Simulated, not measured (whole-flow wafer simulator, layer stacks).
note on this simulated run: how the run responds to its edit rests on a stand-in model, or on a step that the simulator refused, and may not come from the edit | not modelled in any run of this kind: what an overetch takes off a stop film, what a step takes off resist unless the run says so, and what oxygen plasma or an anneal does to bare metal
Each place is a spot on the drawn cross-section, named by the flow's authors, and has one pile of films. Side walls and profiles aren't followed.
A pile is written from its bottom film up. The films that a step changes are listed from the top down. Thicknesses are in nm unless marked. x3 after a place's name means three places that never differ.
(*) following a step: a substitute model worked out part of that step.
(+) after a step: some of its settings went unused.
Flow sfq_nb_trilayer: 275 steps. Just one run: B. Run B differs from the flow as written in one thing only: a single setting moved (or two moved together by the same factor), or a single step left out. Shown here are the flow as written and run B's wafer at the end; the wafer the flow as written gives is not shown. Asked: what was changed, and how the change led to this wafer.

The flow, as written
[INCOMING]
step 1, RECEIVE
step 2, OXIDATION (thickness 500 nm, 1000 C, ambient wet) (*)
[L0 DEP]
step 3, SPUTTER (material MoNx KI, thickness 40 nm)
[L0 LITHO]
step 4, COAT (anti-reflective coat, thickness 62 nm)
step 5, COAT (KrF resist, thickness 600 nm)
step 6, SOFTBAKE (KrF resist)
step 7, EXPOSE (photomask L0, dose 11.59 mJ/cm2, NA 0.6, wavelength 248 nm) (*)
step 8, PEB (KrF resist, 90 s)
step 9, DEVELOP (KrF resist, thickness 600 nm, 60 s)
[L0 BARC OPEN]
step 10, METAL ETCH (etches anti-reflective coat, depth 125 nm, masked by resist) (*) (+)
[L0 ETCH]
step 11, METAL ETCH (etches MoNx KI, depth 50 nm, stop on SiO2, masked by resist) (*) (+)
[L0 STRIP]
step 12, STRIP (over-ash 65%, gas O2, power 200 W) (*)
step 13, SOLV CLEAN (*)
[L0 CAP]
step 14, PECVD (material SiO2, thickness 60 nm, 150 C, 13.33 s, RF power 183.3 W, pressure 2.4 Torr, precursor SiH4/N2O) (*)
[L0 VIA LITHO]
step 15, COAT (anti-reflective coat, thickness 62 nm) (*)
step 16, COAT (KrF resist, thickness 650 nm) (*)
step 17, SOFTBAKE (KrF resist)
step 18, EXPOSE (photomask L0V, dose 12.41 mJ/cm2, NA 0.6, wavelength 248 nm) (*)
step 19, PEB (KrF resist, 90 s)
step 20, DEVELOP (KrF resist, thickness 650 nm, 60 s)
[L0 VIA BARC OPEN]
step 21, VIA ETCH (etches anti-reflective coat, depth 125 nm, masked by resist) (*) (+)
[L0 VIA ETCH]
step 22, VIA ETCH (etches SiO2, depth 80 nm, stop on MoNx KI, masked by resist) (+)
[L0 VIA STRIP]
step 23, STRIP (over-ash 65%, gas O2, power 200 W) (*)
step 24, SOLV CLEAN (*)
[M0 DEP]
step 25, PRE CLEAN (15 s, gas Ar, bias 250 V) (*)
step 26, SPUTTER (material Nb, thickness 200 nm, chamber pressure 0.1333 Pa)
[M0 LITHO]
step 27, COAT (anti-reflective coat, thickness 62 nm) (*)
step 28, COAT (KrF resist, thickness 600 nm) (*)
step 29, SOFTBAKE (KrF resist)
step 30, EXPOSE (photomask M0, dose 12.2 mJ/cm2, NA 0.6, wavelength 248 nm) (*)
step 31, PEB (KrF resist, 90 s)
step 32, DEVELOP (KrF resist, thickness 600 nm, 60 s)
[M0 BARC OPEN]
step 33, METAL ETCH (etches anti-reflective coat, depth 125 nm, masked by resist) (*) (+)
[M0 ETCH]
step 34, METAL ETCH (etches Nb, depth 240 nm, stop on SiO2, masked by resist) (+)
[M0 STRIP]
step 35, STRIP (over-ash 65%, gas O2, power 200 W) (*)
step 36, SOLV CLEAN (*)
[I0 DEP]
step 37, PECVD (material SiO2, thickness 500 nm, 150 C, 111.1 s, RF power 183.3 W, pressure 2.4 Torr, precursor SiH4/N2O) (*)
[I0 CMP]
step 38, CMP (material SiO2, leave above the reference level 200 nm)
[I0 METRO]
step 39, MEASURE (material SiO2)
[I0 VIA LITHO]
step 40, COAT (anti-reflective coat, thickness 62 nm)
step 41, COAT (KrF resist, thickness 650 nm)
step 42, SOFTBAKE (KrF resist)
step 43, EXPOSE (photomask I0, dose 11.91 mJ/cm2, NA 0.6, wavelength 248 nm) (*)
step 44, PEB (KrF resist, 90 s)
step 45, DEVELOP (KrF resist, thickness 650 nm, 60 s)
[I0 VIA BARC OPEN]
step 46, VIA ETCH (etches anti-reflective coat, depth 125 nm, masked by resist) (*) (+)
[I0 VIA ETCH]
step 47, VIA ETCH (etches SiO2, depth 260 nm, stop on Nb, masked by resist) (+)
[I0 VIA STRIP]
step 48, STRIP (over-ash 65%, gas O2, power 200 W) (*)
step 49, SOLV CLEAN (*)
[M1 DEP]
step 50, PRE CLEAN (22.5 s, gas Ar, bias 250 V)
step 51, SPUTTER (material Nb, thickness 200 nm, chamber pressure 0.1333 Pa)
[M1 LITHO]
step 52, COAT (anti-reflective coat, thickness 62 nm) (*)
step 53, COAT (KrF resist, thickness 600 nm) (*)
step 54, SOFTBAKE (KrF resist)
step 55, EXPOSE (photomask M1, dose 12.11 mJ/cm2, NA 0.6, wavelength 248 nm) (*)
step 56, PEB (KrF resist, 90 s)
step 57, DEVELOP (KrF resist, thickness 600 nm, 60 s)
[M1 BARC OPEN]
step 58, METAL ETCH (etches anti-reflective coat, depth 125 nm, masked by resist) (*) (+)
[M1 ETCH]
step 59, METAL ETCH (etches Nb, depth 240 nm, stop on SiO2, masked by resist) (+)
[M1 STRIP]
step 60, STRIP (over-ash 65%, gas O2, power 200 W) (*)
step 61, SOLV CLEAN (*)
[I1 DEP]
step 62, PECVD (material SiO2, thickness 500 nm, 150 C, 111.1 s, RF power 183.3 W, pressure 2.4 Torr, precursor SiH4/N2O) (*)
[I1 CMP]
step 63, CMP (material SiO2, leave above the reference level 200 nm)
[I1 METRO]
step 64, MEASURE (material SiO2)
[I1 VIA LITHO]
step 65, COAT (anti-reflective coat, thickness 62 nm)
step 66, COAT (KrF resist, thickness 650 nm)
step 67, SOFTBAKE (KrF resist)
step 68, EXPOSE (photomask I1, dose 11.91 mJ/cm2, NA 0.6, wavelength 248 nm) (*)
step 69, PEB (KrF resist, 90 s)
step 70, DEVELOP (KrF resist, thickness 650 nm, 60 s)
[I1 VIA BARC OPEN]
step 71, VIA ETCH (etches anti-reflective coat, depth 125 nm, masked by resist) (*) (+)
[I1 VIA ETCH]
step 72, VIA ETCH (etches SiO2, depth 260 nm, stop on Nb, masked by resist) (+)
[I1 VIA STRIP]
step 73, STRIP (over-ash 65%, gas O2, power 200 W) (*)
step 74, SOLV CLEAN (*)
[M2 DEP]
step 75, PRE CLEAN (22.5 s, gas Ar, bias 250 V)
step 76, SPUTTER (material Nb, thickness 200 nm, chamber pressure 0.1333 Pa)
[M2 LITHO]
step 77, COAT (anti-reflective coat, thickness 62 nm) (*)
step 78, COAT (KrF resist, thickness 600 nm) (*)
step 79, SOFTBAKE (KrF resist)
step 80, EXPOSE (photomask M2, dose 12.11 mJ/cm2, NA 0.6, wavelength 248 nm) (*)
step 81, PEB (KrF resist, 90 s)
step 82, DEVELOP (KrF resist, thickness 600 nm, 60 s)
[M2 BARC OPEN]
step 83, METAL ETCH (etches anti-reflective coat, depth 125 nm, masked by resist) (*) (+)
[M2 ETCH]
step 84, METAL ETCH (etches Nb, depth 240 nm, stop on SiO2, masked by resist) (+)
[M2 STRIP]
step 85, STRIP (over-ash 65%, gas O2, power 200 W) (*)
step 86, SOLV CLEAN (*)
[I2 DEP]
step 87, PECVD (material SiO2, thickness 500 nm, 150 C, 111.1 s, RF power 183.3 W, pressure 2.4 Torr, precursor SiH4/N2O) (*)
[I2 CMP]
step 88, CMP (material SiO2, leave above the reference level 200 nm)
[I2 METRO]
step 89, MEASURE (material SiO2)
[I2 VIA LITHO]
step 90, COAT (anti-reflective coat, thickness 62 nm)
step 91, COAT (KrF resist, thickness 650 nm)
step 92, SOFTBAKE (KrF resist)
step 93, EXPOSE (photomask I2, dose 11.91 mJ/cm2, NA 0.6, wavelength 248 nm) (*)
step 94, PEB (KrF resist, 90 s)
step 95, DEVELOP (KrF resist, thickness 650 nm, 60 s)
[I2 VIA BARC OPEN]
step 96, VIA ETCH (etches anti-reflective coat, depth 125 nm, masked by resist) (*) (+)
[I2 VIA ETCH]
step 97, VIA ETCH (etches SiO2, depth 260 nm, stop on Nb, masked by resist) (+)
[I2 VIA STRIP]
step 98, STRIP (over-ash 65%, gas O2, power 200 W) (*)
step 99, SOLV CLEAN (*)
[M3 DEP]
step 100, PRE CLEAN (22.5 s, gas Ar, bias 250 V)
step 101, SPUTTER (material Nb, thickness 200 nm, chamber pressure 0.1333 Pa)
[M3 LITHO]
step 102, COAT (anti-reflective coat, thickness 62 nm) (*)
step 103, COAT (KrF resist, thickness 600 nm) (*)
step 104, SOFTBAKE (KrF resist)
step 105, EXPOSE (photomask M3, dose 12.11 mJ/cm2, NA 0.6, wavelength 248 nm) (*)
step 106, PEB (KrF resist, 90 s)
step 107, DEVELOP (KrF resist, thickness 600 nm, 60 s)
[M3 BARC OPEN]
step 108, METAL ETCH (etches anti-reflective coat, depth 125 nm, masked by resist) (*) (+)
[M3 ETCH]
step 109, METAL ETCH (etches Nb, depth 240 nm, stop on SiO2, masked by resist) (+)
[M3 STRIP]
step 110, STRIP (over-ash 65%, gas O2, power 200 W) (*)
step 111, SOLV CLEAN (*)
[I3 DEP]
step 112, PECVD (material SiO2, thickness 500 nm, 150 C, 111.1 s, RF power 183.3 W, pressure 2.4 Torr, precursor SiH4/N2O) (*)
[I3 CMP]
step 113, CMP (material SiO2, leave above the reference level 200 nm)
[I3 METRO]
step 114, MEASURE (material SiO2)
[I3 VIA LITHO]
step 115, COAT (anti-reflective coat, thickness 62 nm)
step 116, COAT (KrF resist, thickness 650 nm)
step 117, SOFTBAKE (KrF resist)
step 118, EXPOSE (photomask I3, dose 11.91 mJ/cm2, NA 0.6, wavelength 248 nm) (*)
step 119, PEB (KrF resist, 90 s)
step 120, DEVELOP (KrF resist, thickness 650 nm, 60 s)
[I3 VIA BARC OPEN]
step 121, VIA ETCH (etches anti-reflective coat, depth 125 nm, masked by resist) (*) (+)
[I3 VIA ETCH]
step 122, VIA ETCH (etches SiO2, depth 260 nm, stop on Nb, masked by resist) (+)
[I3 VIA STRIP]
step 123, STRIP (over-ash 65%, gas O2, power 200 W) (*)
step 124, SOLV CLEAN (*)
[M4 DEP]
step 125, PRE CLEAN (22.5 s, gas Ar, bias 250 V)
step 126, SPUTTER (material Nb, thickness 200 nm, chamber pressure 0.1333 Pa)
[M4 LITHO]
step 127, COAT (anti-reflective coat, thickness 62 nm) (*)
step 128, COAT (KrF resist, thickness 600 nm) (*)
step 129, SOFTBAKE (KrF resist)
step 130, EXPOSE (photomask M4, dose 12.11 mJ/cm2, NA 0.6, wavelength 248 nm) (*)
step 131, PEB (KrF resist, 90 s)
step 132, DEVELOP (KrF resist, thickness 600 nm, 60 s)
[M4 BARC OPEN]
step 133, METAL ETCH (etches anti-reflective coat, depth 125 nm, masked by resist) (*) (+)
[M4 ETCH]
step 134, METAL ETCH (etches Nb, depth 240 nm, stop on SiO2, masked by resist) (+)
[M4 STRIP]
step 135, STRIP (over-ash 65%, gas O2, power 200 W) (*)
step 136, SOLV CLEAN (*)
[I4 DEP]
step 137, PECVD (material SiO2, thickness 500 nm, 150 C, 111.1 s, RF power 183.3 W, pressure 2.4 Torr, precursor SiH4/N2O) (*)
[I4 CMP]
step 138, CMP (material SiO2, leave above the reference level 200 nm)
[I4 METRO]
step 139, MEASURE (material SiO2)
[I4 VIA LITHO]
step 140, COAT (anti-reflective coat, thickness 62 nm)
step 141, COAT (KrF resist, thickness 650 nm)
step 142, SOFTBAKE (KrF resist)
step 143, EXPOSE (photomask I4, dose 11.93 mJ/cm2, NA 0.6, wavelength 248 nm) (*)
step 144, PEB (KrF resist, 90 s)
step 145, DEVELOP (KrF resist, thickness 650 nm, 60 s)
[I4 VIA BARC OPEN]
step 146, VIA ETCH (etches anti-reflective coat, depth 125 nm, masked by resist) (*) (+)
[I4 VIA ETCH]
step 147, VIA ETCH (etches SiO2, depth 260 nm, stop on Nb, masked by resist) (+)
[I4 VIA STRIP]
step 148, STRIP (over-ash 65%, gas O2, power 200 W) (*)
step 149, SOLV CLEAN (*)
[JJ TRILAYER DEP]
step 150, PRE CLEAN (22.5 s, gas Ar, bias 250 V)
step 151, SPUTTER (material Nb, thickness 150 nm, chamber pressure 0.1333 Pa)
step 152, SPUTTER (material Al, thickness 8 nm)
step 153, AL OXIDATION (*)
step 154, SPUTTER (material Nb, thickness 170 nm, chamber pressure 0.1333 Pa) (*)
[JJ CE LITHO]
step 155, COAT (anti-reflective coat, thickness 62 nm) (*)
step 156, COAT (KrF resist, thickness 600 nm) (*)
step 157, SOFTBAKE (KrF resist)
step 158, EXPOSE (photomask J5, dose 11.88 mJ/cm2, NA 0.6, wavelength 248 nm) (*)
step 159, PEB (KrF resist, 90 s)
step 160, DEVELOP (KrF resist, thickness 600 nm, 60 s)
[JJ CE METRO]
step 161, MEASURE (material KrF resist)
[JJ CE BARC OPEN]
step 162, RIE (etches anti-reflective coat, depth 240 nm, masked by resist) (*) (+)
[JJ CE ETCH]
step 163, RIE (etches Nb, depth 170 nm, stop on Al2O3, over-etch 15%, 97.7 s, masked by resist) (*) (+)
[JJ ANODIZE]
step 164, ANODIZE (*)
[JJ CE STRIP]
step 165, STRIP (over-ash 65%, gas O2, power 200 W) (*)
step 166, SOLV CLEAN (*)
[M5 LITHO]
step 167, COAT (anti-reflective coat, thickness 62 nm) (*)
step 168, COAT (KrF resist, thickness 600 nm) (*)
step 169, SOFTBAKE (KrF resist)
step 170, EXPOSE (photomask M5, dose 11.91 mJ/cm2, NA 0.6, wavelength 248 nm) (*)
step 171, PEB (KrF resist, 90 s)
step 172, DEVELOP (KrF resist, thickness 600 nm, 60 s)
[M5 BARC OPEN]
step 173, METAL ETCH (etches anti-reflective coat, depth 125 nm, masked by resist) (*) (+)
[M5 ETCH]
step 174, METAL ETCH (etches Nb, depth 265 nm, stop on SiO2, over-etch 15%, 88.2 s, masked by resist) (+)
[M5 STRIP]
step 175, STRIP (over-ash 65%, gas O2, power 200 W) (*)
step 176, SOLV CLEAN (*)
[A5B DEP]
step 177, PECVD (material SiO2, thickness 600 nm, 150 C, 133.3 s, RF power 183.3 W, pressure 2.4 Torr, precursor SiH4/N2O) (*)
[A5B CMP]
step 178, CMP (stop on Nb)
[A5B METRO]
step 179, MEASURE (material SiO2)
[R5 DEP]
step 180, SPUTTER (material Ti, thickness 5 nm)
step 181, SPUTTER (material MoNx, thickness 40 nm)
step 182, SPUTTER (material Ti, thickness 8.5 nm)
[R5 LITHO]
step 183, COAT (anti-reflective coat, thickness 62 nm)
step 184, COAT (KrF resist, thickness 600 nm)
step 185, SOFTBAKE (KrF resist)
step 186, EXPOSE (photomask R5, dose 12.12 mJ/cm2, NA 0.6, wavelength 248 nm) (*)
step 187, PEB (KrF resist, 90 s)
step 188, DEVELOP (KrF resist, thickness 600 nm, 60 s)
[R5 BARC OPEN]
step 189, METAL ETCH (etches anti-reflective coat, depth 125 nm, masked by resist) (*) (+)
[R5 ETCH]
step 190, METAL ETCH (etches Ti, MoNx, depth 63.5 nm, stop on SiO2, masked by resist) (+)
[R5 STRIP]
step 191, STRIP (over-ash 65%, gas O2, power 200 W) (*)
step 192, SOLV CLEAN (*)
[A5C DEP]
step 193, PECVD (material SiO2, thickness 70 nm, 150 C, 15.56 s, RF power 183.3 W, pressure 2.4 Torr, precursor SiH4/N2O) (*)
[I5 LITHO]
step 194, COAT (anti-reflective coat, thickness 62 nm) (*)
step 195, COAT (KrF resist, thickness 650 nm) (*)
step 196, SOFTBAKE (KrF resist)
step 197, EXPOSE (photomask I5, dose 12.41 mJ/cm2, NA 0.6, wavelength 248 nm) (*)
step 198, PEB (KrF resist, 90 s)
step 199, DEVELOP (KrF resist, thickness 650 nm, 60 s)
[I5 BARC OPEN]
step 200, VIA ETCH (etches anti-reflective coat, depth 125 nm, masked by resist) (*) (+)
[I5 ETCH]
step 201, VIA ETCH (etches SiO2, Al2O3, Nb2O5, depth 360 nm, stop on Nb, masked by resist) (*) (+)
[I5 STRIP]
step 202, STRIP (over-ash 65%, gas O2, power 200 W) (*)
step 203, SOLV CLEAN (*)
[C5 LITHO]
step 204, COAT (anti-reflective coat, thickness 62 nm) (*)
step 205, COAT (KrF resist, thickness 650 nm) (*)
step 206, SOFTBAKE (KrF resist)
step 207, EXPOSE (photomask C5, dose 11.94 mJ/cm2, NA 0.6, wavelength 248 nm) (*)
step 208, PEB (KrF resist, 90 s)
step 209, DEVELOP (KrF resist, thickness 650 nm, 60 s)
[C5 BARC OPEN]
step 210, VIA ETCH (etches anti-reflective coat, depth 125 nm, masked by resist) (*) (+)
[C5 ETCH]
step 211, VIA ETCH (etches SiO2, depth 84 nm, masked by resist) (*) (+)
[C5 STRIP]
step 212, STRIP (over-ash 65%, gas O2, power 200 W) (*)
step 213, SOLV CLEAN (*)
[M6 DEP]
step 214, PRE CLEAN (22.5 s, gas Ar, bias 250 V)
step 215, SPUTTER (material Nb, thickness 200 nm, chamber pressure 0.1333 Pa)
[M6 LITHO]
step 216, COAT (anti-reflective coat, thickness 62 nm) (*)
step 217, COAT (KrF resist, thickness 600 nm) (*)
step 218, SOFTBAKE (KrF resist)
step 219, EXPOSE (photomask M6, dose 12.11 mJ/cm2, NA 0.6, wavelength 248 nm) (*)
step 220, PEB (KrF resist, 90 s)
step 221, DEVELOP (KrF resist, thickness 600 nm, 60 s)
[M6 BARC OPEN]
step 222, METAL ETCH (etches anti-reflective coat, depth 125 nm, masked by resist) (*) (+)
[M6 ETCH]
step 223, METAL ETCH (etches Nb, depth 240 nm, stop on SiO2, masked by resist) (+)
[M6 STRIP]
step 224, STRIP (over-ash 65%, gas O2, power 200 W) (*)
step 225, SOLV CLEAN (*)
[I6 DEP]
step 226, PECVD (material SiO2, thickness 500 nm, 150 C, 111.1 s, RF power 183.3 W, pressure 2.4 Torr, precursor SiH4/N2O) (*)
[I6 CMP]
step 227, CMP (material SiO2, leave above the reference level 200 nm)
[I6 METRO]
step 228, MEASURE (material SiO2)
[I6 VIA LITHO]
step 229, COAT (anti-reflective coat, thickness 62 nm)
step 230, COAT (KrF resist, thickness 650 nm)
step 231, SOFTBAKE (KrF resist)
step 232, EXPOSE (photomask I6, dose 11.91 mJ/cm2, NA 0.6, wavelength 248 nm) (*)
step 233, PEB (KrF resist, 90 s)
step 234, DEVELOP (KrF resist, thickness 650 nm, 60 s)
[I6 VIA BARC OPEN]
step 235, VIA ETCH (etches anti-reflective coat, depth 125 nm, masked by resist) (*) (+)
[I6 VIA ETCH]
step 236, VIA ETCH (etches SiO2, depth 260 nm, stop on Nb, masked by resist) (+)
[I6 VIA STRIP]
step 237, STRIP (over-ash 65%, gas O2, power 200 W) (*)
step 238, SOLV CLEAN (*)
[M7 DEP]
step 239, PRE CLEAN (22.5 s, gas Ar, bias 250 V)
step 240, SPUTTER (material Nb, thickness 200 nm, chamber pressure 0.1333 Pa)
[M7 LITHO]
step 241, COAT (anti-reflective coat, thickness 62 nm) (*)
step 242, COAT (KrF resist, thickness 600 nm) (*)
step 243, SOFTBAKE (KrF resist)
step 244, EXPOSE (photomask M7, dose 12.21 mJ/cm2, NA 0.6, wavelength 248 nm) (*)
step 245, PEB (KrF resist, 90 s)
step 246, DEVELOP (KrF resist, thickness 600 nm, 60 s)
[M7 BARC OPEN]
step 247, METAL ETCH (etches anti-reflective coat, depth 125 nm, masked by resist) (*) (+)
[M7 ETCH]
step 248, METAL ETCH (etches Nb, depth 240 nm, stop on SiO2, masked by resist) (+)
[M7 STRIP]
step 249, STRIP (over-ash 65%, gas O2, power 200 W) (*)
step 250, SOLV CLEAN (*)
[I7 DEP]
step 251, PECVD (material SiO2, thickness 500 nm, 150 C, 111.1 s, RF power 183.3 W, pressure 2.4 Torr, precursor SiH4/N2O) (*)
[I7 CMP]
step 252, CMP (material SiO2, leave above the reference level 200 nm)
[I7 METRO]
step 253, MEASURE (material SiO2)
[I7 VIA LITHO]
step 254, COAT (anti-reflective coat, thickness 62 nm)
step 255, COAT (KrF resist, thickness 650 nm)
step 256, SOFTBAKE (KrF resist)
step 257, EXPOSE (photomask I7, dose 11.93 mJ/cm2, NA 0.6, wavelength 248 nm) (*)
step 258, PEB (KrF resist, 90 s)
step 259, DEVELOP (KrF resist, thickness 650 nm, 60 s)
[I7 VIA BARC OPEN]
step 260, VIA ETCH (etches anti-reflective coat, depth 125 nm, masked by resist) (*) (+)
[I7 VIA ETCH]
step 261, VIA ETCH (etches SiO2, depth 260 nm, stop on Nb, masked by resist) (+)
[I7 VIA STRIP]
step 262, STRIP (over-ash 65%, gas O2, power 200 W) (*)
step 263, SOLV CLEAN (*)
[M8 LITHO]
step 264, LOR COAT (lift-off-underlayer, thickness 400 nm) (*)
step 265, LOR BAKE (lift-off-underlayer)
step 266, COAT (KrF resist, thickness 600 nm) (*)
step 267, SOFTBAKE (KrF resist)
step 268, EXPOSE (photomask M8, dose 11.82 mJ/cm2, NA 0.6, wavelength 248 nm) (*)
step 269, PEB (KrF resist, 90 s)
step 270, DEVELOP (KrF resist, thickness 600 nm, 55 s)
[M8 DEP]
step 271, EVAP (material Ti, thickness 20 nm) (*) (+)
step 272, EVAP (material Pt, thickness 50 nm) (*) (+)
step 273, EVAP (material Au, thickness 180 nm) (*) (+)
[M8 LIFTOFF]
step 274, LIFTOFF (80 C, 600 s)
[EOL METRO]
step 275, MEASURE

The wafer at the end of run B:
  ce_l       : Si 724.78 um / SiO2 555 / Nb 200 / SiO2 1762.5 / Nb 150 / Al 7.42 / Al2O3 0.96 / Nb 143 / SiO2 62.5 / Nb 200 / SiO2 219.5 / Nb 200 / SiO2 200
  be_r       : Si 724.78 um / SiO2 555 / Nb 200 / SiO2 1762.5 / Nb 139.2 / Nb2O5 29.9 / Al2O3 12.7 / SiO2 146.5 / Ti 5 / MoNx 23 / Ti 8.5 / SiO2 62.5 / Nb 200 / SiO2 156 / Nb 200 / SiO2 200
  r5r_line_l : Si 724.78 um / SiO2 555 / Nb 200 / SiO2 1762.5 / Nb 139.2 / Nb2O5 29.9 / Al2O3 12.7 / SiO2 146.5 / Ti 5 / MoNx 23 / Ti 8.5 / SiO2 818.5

The reason: step 181, SPUTTER: thickness 23 nm was run, while the flow as written has thickness 40 nm.
The wafer lets one read it off: be_r has MoNx 23, and step 181 as written asks for 40 nm.

How this came from the change, step by step:
  step 181, SPUTTER (material MoNx, thickness 40 nm)
      field_l, v_sur, via_wl and 103 more: +23 MoNx (new film) (it would be, as written: +40 MoNx (new film))
  step 190, METAL ETCH (etches Ti, MoNx, depth 63.5 nm, stop on SiO2, masked by resist) (+)
      field_l, v_sur, via_wl and 92 more: -8.5 Ti (all of it), -23 MoNx (all of it), -5 Ti (all of it) (it would be, as written: -8.5 Ti (all of it), -40 MoNx (all of it), -5 Ti (all of it))
      ce_l, c5j, ce_r, wl_jj: -8.5 Ti (all of it), -23 MoNx (all of it), -5 Ti (all of it), -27 Nb (it would be, as written: -8.5 Ti (all of it), -40 MoNx (all of it), -5 Ti (all of it), -10 Nb)
  step 194, COAT (anti-reflective coat, thickness 62 nm) (*)
      wl_j_sl, wl_j_sr: +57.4 anti-reflective coat (new film) (it would be, as written: +60.2 anti-reflective coat (new film))
      r5r_spacepad_l, r5r_spacepad_r: +77.1 anti-reflective coat (new film) (it would be, as written: +84.4 anti-reflective coat (new film))
      (and at 15 other places as well)
  step 202, STRIP (over-ash 65%, gas O2, power 200 W) (*)
      wl_j_sl, wl_j_sr: -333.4 KrF resist (all of it), -57.4 anti-reflective coat (all of it) (it would be, as written: -333.3 KrF resist (all of it), -60.2 anti-reflective coat (all of it))
      r5r_spacepad_l, r5r_spacepad_r: -335 KrF resist (all of it), -77.1 anti-reflective coat (all of it) (it would be, as written: -335.6 KrF resist (all of it), -84.4 anti-reflective coat (all of it))
      (and at 15 other places as well)
  step 204, COAT (anti-reflective coat, thickness 62 nm) (*)
      wl_j_sl, wl_j_sr: +57.4 anti-reflective coat (new film) (it would be, as written: +60.2 anti-reflective coat (new film))
      r5r_spacepad_l, r5r_spacepad_r: +77.1 anti-reflective coat (new film) (it would be, as written: +84.4 anti-reflective coat (new film))
      (and at 15 other places as well)
  step 210, VIA ETCH (etches anti-reflective coat, depth 125 nm, masked by resist) (*) (+)
      field_l, v_sur, via_wl and 101 more: -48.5 KrF resist (it would be, as written: -47.4 KrF resist)
      c5j: -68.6 anti-reflective coat (all of it), -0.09 SiO2 (it would be, as written: -63.9 anti-reflective coat (all of it), -0.11 SiO2)
      (and at 1 other place as well)
  step 212, STRIP (over-ash 65%, gas O2, power 200 W) (*)
      wl_j_sl, wl_j_sr: -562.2 KrF resist (all of it), -57.4 anti-reflective coat (all of it) (it would be, as written: -563.4 KrF resist (all of it), -60.2 anti-reflective coat (all of it))
      r5r_spacepad_l, r5r_spacepad_r: -563.8 KrF resist (all of it), -77.1 anti-reflective coat (all of it) (it would be, as written: -565.8 KrF resist (all of it), -84.4 anti-reflective coat (all of it))
      (and at 13 other places as well)
  step 216, COAT (anti-reflective coat, thickness 62 nm) (*)
      wl_j_sl, wl_j_sr: +57.5 anti-reflective coat (new film) (it would be, as written: +60.2 anti-reflective coat (new film))
      r5r_line_l, r5r_line_c: +52.9 anti-reflective coat (new film) (it would be, as written: +50 anti-reflective coat (new film))
      (and at 13 other places as well)
  step 222, METAL ETCH (etches anti-reflective coat, depth 125 nm, masked by resist) (*) (+)
      r5r_line_l, r5r_line_c: -52.9 anti-reflective coat (all of it) (it would be, as written: -50 anti-reflective coat (all of it))
      r5r_spacepad_l, r5r_spacepad_r: -77.6 anti-reflective coat (all of it) (it would be, as written: -85.7 anti-reflective coat (all of it))
      (and at 3 other places as well)
  step 224, STRIP (over-ash 65%, gas O2, power 200 W) (*)
      wl_j_sl, wl_j_sr: -382.4 KrF resist (all of it), -57.5 anti-reflective coat (all of it) (it would be, as written: -382.5 KrF resist (all of it), -60.2 anti-reflective coat (all of it))
      jj_sur: -377.5 KrF resist (all of it), -53.1 anti-reflective coat (all of it) (it would be, as written: -378.5 KrF resist (all of it), -56.1 anti-reflective coat (all of it))
      (and at 7 other places as well)
  step 226, PECVD (material SiO2, thickness 500 nm, 150 C, 111.1 s, RF power 183.3 W, pressure 2.4 Torr, precursor SiH4/N2O) (*)
      r5r_spacepad_l, r5r_spacepad_r: +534 SiO2 (it would be, as written: +553.5 SiO2)
  step 227, CMP (material SiO2, leave above the reference level 200 nm)
      ce_l, ce_r, wl_jj: -273 SiO2 (it would be, as written: -290 SiO2)
      be_r, r_sur, r_end: -336.5 SiO2 (it would be, as written: -353.5 SiO2)
      (and at 7 other places as well)
